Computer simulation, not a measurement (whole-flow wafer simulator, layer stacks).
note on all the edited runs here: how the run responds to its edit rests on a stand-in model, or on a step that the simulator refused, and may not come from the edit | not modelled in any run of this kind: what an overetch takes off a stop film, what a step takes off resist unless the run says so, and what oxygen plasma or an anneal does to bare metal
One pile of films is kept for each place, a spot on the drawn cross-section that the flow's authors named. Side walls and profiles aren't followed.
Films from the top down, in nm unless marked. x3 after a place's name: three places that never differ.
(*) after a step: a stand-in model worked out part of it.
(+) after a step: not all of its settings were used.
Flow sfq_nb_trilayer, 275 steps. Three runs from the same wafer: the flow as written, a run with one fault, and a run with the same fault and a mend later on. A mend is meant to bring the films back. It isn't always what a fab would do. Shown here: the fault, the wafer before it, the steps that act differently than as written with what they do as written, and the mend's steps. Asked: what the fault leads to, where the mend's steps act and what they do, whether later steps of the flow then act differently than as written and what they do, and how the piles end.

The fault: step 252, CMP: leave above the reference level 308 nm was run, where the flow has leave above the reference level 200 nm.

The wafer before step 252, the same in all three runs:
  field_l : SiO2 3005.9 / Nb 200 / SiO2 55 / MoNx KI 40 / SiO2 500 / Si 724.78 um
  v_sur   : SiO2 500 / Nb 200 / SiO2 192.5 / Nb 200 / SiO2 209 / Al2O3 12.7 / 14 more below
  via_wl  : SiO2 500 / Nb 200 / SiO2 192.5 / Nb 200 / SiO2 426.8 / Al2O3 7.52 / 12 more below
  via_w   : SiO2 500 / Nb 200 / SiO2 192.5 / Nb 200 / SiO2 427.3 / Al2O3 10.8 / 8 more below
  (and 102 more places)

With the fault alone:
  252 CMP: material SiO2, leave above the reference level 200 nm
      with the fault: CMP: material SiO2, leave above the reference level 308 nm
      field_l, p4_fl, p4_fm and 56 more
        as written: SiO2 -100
        with the fault: nothing
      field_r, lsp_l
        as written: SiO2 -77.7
        with the fault: nothing
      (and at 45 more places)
  Later steps of the flow that act differently than as written (5 more steps differ only slightly, by at most 2% or 0.5 nm, whichever is larger, and aren't shown):
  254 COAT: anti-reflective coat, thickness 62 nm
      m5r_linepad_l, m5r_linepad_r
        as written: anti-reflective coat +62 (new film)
        with the fault: anti-reflective coat +65.4 (new film)
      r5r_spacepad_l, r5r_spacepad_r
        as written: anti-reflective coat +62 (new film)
        with the fault: anti-reflective coat +65.5 (new film)
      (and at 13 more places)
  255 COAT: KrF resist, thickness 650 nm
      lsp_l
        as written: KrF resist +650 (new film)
        with the fault: KrF resist +663.3 (new film)
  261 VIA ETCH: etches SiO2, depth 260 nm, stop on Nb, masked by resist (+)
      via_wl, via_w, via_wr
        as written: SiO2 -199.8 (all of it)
        with the fault: SiO2 -260
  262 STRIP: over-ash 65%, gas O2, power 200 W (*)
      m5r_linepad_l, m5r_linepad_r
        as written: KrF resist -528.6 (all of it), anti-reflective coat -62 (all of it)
        with the fault: KrF resist -527.5 (all of it), anti-reflective coat -65.4 (all of it)
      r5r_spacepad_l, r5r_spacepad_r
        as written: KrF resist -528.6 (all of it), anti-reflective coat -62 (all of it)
        with the fault: KrF resist -527.8 (all of it), anti-reflective coat -65.5 (all of it)
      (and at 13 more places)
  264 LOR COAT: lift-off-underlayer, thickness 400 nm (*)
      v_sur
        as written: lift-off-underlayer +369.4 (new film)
        with the fault: lift-off-underlayer +359.4 (new film)
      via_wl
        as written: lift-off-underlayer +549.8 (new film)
        with the fault: lift-off-underlayer +592.1 (new film)
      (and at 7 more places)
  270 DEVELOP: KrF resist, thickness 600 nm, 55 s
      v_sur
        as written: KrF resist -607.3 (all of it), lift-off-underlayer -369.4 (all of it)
        with the fault: KrF resist -607.7 (all of it), lift-off-underlayer -359.4 (all of it)
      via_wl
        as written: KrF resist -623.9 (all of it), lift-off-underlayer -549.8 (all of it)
        with the fault: KrF resist -631.3 (all of it), lift-off-underlayer -592.1 (all of it)
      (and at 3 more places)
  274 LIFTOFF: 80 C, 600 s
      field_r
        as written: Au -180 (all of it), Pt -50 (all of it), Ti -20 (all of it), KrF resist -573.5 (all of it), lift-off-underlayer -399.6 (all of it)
        with the fault: Au -180 (all of it), Pt -50 (all of it), Ti -20 (all of it), KrF resist -576.8 (all of it), lift-off-underlayer -419.1 (all of it)
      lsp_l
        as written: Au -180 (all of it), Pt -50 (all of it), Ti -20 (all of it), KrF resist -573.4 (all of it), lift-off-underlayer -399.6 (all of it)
        with the fault: Au -180 (all of it), Pt -50 (all of it), Ti -20 (all of it), KrF resist -577.5 (all of it), lift-off-underlayer -418 (all of it)
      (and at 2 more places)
  At the end the piles differ from the flow's by more than 2% or 0.5 nm, whichever is larger, at field_l, v_sur, via_wl and 103 more.
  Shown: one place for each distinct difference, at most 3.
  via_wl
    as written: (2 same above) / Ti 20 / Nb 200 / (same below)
    with the fault: (2 same above) / Ti 20 / SiO2 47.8 / Nb 200 / (same below)
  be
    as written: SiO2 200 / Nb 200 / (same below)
    with the fault: SiO2 308 / Nb 200 / (same below)
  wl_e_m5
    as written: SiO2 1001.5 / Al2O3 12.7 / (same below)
    with the fault: SiO2 1101.5 / Al2O3 12.7 / (same below)

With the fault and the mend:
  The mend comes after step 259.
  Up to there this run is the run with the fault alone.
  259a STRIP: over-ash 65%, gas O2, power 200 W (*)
      p4_w1, p3_s2, p3_l3, p3_s3, p3_l4, p3_s4, p3_l5, p3_s5
        KrF resist -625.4 (all of it), anti-reflective coat -62.1 (all of it)
      wire, be, be_sur, gap, jj_sur, ce_l
        KrF resist -623.5 (all of it), anti-reflective coat -61.6 (all of it)
      wl_j_sl, wl_jj, wl_j_sr, wl_a_sl, wl_a_m6, wl_g_sr
        KrF resist -624.3 (all of it), anti-reflective coat -61.8 (all of it)
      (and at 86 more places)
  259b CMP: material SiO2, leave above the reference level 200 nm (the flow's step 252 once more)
      field_l, p4_fl, p4_fm and 56 more
        SiO2 -100
      v_sur, via_wl, via_w and 40 more
        SiO2 -108
      field_r, lsp_l
        SiO2 -77.7
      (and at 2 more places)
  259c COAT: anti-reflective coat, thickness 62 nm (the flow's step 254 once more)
      field_l, v_sur, via_wl and 103 more
        anti-reflective coat +62 (new film)
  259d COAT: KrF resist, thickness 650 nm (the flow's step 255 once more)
      field_l, v_sur, via_wl and 103 more
        KrF resist +650 (new film)
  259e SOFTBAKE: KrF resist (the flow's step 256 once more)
      changes no film at any place that is followed
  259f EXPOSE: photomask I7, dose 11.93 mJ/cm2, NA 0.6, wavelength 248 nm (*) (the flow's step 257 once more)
      changes no film at any place that is followed
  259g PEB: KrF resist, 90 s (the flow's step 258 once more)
      field_l, v_sur, via_wl and 103 more
        KrF resist -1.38
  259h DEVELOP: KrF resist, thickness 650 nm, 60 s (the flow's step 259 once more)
      field_l, v_sur, via_sp and 100 more
        KrF resist -23.5
      via_wl, via_w, via_wr
        KrF resist -648.6 (all of it)
  No later step of the flow acts differently than as written at any place that is followed.
  At the end the piles are the same as the flow's at every place that both follow.
